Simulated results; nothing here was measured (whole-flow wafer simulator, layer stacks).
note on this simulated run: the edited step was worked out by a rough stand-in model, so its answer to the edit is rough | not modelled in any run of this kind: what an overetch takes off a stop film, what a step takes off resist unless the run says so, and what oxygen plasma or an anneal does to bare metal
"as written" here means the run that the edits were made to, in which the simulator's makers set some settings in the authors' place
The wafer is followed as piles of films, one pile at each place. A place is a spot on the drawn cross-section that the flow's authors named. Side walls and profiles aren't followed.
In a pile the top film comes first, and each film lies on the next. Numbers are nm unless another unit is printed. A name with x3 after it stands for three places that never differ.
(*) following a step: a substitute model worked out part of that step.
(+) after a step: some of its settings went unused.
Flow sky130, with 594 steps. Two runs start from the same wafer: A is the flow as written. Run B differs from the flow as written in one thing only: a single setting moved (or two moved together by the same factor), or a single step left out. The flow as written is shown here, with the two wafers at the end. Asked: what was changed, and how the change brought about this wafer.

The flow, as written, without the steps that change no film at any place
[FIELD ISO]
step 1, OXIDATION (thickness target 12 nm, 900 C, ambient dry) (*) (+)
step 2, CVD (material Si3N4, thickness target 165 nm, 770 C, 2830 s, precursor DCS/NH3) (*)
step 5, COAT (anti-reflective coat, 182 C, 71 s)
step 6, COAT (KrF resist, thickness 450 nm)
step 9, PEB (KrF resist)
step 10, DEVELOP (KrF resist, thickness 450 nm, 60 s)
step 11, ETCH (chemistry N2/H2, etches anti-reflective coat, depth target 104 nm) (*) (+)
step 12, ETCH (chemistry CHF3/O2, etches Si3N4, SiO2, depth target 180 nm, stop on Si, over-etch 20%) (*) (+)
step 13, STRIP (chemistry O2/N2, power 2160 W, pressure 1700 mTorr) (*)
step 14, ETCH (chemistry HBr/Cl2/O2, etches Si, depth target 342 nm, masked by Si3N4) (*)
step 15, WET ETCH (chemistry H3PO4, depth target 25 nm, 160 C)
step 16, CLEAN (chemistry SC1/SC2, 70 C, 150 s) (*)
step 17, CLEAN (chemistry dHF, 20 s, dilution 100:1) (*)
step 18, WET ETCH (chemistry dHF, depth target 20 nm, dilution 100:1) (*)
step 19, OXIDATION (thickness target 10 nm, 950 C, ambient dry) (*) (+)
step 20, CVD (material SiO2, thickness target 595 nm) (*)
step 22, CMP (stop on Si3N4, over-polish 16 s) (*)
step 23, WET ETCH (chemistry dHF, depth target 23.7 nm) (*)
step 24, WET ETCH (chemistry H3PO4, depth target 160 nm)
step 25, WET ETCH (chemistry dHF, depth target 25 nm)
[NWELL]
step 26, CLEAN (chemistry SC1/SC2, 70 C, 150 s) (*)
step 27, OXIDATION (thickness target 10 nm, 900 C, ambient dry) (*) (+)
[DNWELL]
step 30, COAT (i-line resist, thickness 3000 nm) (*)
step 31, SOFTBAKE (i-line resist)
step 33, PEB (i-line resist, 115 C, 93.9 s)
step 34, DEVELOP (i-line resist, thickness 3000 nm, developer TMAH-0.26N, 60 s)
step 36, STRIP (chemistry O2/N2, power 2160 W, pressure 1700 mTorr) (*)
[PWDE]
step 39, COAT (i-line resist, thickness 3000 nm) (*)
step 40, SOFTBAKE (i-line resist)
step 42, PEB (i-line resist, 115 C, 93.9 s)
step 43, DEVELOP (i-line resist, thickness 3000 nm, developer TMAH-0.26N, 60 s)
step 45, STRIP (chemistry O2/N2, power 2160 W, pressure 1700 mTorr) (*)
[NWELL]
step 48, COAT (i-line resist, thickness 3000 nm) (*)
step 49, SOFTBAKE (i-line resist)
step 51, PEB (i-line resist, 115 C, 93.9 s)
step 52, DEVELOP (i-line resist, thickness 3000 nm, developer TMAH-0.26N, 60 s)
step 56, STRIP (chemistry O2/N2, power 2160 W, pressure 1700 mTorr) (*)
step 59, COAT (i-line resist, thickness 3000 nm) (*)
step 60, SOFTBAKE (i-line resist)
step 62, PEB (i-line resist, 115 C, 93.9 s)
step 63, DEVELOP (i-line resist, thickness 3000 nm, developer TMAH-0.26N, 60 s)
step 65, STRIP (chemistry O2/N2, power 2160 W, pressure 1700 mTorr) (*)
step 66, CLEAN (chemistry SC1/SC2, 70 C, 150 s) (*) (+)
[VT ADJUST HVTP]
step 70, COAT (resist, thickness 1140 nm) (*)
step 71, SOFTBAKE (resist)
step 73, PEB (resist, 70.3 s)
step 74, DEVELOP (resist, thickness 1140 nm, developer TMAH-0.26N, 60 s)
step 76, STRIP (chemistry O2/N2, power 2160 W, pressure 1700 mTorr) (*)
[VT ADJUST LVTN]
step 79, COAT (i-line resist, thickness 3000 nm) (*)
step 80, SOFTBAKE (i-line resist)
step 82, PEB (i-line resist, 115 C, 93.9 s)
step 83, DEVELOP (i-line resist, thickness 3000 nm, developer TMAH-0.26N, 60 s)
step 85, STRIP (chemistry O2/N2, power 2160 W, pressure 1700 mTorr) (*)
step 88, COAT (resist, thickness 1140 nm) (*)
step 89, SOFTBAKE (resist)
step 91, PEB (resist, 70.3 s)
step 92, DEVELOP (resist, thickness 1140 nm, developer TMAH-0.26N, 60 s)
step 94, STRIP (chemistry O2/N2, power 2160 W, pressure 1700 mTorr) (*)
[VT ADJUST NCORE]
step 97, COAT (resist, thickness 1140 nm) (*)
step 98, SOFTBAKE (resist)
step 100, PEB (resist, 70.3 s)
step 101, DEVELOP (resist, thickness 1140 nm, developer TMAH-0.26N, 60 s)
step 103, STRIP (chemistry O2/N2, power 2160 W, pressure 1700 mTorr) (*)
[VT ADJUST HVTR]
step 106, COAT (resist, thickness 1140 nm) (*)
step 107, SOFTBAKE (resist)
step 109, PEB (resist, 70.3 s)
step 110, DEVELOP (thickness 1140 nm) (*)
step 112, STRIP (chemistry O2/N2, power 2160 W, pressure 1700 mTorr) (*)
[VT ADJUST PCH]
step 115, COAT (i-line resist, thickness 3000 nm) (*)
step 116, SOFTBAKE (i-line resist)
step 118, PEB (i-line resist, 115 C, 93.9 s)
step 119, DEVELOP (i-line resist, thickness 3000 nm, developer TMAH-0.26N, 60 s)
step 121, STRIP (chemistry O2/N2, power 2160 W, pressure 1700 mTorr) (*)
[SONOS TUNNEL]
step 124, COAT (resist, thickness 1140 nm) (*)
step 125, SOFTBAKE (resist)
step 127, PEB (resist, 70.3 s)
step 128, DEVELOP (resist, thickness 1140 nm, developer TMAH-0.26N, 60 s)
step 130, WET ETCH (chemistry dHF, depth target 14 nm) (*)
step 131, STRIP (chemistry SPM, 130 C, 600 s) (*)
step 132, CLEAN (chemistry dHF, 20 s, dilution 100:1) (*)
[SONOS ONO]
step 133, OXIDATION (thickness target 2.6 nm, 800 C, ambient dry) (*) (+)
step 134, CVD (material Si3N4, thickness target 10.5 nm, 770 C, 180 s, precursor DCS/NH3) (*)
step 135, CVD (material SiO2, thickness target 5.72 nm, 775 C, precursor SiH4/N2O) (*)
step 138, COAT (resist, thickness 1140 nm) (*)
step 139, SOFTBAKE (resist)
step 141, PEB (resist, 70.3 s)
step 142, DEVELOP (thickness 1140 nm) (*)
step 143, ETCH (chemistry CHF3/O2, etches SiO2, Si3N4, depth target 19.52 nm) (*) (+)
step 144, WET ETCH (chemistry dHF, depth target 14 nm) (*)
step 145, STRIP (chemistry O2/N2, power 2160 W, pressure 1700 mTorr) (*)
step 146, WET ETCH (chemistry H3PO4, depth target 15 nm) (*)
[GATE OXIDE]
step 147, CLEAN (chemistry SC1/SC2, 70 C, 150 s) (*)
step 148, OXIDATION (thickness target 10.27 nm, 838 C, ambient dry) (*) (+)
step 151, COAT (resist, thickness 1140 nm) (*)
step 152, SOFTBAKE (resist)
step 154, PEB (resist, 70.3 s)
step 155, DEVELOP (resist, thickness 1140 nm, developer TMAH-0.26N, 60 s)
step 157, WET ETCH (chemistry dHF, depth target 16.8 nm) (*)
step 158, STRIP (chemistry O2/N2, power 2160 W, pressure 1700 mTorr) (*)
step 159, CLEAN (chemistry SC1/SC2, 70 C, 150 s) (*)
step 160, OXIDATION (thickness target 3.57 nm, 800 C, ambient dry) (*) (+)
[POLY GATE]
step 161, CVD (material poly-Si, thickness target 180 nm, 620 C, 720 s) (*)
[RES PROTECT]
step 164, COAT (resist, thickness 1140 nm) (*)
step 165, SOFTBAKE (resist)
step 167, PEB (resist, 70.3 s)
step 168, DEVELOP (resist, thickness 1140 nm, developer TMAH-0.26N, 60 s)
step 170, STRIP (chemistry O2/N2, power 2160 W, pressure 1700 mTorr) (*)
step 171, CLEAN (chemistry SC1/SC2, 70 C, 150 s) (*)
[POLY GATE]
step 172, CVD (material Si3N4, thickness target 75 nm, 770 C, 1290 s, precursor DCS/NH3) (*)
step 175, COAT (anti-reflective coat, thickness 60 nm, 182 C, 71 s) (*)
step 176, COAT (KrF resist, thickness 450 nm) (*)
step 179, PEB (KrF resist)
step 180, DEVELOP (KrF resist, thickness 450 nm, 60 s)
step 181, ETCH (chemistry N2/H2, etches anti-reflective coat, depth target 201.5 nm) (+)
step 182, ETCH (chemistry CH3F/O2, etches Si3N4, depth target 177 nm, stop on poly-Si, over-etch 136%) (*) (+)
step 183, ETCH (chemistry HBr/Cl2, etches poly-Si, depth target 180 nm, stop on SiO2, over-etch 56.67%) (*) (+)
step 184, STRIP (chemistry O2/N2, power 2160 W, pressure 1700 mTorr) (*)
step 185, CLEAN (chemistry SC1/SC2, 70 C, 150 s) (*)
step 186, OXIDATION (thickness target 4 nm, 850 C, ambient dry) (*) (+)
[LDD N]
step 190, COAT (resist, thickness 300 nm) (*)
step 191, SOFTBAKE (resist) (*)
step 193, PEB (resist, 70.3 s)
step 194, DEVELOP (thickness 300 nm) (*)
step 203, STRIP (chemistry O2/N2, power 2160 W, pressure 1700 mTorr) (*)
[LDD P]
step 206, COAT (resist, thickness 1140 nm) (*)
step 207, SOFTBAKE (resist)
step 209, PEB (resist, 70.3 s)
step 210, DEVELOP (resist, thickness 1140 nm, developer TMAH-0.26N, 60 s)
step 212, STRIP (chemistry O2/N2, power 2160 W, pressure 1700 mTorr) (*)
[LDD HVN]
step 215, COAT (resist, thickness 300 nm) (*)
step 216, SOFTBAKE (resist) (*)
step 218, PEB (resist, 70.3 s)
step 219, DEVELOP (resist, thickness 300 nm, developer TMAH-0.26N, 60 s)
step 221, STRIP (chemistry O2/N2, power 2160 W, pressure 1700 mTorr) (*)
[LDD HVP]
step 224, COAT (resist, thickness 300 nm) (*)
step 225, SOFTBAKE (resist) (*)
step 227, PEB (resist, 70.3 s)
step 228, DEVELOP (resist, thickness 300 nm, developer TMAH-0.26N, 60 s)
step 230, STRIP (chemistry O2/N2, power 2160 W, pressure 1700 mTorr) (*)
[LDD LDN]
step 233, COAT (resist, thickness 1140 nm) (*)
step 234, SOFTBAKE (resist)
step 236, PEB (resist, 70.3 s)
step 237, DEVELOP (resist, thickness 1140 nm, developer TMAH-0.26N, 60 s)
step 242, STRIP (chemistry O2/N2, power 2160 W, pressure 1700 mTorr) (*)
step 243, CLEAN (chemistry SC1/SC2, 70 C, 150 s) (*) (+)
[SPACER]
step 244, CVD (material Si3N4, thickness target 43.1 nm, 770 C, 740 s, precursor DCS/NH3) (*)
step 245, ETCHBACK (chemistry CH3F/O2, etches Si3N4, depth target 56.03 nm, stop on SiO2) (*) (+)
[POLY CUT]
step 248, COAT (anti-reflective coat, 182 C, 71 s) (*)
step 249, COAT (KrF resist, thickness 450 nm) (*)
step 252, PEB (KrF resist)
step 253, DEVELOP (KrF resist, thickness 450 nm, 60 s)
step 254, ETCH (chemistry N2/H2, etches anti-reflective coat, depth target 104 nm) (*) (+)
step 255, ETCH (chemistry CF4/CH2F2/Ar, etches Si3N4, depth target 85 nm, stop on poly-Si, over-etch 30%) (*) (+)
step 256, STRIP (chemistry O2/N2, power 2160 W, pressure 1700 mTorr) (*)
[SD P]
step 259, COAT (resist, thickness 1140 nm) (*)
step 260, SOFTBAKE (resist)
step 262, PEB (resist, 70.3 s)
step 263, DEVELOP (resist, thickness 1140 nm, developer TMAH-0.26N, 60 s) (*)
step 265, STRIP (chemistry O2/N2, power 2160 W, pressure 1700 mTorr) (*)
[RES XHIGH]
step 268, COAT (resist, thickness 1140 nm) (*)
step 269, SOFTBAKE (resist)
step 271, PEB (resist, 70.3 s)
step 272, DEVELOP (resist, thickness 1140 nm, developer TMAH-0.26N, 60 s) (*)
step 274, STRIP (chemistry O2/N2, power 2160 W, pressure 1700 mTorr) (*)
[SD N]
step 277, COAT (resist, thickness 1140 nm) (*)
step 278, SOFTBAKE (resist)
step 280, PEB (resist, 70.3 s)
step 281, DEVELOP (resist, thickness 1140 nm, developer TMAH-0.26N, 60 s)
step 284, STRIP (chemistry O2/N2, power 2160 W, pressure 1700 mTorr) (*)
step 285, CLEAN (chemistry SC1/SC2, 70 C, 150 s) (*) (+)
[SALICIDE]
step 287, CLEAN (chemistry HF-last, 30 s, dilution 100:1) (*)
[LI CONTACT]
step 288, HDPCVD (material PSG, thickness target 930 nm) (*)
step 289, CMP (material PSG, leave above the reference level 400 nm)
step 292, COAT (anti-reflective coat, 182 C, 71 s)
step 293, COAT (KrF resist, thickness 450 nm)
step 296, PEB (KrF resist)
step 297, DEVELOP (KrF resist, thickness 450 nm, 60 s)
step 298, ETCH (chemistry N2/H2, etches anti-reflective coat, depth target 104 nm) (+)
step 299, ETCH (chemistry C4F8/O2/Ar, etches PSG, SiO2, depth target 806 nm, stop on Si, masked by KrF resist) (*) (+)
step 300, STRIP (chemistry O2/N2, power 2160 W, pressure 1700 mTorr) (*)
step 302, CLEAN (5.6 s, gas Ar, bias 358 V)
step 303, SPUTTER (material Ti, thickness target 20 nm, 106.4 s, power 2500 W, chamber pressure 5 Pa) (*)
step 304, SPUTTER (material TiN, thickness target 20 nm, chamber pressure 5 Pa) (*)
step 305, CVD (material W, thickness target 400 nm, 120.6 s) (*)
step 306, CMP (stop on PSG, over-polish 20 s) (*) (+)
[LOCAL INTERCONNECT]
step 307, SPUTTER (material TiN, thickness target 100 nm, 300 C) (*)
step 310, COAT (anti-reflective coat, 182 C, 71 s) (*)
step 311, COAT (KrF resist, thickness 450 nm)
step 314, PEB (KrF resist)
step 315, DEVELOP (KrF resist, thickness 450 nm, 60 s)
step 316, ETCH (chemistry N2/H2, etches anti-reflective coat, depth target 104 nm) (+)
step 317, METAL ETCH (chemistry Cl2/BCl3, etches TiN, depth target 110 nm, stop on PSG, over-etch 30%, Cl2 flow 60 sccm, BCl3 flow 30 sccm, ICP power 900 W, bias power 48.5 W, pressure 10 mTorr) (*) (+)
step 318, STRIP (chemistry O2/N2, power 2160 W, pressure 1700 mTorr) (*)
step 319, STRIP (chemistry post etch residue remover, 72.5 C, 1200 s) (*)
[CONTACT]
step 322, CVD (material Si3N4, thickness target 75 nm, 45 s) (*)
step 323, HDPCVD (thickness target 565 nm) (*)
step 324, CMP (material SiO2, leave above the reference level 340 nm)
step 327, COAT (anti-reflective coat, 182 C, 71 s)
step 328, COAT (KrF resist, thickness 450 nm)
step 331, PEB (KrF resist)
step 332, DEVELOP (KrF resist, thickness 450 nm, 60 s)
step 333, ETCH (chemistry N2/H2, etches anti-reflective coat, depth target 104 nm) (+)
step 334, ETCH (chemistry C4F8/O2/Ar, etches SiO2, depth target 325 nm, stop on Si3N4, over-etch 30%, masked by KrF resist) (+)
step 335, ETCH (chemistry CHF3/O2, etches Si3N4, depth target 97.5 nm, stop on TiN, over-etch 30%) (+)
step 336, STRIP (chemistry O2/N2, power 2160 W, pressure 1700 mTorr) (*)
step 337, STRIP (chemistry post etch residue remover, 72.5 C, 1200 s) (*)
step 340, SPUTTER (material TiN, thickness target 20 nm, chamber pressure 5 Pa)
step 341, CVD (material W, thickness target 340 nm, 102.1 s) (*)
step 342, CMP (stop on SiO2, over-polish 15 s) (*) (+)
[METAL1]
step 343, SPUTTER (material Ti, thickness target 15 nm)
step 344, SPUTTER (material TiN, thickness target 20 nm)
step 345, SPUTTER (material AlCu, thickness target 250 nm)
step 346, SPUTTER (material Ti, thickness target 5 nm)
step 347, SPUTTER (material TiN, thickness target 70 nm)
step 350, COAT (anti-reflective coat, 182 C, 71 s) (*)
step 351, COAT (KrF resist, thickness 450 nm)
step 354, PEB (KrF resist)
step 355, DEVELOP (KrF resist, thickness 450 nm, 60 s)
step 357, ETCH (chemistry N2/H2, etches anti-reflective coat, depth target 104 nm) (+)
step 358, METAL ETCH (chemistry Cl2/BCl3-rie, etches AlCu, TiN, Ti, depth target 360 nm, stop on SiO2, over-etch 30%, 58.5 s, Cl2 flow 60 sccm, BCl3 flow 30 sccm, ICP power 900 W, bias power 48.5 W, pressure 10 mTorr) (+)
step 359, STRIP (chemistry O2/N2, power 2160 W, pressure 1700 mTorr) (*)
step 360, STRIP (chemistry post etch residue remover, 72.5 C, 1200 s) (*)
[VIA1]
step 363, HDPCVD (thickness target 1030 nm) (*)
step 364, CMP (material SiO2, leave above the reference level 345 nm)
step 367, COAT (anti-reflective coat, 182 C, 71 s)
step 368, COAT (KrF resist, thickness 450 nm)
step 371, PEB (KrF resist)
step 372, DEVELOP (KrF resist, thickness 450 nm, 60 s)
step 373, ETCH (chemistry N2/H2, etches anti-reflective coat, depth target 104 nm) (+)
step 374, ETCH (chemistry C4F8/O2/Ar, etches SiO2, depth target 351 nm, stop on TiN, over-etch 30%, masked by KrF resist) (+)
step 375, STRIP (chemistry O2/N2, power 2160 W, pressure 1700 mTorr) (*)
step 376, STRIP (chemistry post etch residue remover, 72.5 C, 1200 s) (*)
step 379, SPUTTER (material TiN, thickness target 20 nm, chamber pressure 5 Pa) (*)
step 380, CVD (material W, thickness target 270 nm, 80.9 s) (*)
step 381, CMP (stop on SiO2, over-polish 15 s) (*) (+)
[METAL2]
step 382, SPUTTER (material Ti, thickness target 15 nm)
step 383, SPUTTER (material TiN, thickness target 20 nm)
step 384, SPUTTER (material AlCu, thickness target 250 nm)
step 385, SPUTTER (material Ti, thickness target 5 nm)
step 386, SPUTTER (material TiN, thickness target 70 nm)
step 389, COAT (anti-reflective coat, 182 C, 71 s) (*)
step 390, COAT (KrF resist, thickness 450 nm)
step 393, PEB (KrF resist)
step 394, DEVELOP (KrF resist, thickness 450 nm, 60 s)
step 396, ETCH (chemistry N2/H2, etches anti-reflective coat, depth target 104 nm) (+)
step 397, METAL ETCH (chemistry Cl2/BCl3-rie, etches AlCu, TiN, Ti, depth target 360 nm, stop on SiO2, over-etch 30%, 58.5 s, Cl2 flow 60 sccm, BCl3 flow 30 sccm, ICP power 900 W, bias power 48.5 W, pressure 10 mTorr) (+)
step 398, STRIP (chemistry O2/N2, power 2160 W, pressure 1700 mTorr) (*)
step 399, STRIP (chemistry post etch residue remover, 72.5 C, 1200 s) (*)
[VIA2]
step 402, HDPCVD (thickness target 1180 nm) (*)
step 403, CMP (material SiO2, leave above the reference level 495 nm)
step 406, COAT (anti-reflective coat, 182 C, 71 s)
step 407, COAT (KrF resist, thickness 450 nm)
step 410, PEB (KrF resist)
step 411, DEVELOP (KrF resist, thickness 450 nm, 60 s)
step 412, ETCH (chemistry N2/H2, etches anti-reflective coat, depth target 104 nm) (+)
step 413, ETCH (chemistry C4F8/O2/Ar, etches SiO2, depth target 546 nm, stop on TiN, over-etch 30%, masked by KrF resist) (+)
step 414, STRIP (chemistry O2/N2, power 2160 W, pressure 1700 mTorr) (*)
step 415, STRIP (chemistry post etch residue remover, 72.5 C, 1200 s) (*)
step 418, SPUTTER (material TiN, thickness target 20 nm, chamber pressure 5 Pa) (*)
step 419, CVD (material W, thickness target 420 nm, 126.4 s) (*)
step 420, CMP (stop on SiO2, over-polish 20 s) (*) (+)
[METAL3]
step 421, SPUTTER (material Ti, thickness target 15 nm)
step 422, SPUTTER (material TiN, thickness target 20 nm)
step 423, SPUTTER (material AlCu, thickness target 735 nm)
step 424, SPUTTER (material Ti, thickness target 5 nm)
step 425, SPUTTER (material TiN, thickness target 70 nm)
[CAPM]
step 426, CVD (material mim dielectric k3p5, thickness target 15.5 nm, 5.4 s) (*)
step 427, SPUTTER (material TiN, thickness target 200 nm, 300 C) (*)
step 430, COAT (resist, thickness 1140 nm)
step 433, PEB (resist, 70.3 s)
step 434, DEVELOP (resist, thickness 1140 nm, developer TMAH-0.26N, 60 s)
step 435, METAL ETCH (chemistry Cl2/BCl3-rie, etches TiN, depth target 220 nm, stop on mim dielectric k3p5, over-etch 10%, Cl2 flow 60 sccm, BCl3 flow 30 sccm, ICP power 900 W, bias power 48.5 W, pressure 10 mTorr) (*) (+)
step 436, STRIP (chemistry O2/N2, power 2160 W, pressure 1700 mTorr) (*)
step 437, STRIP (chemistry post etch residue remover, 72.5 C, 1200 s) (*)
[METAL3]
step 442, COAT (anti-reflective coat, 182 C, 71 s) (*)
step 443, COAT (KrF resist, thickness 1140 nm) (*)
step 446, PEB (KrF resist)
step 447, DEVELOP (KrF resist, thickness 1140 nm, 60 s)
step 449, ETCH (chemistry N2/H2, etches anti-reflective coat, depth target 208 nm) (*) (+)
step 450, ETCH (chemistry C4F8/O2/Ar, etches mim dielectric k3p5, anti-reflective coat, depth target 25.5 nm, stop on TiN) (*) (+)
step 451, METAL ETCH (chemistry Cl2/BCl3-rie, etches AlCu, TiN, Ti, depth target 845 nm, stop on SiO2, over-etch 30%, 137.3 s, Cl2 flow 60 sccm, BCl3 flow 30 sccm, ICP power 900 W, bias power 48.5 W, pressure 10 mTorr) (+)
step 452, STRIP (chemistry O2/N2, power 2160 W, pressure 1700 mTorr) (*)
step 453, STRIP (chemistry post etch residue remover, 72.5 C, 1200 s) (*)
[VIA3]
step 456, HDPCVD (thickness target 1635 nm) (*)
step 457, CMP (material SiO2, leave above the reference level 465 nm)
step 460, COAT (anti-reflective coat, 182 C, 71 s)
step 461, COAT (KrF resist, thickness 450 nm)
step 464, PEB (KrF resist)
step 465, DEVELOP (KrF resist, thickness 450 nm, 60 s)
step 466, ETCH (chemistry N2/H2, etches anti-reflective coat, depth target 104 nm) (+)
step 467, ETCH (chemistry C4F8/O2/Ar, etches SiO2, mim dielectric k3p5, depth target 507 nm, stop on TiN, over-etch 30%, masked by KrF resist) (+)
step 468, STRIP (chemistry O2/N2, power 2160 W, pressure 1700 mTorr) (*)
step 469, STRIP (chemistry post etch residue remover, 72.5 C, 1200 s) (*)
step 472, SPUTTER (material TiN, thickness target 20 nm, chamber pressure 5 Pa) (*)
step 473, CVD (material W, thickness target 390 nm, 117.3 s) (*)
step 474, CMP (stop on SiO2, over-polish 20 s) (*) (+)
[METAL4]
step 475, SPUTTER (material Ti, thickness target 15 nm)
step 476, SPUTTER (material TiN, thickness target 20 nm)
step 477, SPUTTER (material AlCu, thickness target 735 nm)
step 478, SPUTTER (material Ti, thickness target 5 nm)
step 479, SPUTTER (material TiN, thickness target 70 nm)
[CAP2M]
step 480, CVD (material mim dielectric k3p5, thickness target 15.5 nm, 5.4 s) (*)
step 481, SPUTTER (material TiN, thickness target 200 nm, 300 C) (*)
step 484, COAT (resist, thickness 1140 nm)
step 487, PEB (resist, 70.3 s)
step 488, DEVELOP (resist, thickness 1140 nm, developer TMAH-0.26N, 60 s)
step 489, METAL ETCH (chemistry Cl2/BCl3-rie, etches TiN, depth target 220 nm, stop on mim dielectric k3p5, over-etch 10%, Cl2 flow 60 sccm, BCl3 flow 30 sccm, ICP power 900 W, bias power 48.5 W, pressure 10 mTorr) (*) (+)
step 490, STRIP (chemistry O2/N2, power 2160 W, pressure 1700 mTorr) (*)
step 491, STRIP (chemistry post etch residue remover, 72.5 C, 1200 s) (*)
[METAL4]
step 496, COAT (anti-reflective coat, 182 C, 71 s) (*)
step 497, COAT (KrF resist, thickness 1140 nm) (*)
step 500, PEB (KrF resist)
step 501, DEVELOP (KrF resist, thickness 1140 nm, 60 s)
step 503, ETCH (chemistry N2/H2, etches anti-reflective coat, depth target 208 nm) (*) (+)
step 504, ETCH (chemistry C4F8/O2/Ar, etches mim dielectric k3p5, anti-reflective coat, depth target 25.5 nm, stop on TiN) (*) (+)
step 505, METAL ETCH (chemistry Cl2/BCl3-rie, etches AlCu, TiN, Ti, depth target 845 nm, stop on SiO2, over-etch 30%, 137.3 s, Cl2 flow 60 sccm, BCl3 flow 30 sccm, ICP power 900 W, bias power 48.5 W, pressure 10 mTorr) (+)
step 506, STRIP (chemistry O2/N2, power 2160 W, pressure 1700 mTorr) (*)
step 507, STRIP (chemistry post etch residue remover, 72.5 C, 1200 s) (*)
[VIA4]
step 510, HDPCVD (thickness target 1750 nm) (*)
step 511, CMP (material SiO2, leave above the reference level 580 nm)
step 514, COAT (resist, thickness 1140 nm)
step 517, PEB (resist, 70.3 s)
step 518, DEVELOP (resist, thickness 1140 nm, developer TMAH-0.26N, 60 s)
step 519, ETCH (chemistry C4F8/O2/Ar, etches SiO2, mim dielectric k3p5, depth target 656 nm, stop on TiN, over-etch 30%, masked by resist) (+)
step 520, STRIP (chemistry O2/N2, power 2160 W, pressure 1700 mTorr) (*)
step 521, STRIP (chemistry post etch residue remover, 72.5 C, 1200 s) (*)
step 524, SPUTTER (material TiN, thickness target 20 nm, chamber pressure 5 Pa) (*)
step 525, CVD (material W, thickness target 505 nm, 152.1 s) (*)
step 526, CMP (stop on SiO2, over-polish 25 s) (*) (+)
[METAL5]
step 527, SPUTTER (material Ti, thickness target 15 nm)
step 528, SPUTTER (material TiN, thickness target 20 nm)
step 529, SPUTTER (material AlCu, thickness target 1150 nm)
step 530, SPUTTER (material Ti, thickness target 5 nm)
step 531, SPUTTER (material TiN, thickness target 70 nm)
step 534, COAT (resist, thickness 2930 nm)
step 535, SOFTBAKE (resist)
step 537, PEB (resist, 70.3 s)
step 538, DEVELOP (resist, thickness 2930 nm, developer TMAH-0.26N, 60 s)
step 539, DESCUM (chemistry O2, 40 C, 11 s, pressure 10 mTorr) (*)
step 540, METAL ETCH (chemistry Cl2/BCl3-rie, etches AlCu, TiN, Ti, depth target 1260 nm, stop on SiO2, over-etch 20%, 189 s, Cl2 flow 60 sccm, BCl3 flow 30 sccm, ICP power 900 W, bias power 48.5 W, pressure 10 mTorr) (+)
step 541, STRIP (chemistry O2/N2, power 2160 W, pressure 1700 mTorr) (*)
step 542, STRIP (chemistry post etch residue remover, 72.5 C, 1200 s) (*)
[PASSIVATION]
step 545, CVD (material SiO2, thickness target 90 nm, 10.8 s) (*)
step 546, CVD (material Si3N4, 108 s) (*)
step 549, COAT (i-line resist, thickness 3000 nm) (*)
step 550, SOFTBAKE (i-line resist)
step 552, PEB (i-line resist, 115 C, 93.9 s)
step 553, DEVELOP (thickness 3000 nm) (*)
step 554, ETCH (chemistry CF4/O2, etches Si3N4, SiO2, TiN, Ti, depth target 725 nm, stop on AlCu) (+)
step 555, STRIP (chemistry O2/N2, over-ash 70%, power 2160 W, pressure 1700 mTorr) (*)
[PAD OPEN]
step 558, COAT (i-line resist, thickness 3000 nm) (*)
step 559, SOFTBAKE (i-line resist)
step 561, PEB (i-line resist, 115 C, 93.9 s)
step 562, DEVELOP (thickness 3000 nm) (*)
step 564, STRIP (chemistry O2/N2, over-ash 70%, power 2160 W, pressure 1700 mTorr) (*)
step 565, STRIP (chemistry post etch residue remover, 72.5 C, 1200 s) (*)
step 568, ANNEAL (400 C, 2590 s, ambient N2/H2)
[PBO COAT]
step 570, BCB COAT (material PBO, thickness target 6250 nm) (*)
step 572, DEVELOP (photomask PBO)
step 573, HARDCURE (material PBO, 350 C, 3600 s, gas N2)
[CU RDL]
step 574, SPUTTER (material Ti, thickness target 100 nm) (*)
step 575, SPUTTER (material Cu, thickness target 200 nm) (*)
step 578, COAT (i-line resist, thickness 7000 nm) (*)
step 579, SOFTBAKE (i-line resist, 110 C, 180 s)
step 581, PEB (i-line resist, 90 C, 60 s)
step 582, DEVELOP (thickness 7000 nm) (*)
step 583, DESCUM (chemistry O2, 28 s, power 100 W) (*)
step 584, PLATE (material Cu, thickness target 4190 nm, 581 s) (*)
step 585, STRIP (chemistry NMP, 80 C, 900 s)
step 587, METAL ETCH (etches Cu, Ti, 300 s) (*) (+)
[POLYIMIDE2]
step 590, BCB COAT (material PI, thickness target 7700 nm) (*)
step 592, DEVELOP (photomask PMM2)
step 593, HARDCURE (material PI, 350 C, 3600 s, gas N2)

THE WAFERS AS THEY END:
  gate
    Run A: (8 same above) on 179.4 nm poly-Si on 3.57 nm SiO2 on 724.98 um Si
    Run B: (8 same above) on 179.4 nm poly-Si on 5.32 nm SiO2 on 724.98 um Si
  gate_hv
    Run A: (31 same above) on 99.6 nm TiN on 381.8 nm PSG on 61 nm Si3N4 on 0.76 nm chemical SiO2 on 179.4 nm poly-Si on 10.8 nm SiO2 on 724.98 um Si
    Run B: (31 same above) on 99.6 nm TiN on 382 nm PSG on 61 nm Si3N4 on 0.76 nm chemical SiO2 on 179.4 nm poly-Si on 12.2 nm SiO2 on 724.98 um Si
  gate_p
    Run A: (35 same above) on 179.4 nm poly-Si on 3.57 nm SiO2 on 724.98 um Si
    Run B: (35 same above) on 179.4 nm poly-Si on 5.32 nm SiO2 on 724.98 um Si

The reason: step 160, OXIDATION: thickness target 5.32 nm was run, though the flow has thickness target 3.57 nm.
One can read it off the wafer: gate has SiO2 5.32, and step 160 as written asks for 3.57 nm.

Step by step, how the change led to this:
  step 160, OXIDATION (thickness target 3.57 nm, 800 C, ambient dry) (*) (+)
      active, n_well, p_well and 58 more: A SiO2 gains 3.57 (new film), chemical SiO2 loses 0.76 (all of it), Si loses 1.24 | B SiO2 gains 5.32 (new film), chemical SiO2 loses 0.76 (all of it), Si loses 2.01
      gate_hv, m1, pad and 37 more: A SiO2 gains 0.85, Si loses 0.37 | B SiO2 gains 2.27, Si loses 1
  step 299, ETCH (chemistry C4F8/O2/Ar, etches PSG, SiO2, depth target 806 nm, stop on Si, masked by KrF resist) (*) (+)
      contact, ndiff_licon, ndiff_licon_cpp: A PSG loses 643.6 (all of it), SiO2 loses 1.16 (all of it) | B PSG loses 643.7 (all of it), SiO2 loses 2.63 (all of it)
  step 306, CMP (stop on PSG, over-polish 20 s) (*) (+)
      poly_licon: A W loses 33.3 | B W loses 32.4
